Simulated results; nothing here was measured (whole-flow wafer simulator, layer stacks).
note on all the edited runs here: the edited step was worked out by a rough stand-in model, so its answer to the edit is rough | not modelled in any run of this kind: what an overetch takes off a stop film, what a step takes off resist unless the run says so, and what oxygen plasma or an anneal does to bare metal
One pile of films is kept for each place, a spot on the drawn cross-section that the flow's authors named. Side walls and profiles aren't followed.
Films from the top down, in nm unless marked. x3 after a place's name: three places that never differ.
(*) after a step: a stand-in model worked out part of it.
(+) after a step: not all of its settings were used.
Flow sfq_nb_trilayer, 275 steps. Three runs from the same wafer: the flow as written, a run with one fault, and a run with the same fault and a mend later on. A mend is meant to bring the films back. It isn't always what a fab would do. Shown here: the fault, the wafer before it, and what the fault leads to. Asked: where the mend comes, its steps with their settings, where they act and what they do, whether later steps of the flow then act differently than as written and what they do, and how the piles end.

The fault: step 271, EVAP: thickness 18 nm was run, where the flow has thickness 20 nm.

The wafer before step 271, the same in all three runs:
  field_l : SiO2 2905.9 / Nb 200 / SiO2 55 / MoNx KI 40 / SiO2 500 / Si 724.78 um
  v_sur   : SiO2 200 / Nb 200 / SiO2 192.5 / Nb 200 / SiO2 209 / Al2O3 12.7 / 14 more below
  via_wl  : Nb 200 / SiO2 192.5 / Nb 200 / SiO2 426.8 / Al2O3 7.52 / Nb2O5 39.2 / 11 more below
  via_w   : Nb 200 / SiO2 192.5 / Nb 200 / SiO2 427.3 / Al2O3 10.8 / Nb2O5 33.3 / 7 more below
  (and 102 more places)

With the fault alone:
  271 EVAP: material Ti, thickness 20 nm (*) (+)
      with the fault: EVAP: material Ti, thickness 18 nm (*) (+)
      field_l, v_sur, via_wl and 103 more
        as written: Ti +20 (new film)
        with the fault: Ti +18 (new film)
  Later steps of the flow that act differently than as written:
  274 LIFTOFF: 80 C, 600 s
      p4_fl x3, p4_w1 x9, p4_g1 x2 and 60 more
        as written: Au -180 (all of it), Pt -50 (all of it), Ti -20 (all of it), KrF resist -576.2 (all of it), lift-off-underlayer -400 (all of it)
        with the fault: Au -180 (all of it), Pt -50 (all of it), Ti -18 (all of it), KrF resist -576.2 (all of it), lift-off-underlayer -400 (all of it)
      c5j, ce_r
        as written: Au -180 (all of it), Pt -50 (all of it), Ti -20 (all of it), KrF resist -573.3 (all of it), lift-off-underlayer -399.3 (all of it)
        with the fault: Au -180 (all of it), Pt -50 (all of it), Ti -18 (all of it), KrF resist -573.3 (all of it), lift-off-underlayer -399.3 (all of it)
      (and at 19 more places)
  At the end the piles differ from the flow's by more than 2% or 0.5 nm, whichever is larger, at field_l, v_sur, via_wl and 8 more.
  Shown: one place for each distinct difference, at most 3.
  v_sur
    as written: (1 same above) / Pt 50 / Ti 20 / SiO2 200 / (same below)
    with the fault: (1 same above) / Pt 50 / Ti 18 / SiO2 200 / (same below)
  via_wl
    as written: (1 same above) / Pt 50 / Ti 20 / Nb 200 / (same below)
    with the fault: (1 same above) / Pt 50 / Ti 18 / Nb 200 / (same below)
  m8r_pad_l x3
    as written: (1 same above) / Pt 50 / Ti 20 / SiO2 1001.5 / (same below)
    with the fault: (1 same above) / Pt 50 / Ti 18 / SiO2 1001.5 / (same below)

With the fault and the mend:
  The mend comes after step 271.
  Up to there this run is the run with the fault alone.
  271a EVAP: material Ti, thickness 2 nm (*) (the flow's step 271 once more, with other settings)
      field_l, v_sur, via_wl and 103 more
        Ti +2
  No later step of the flow acts differently than as written at any place that is followed.
  At the end the piles are the same as the flow's at every place that both follow.
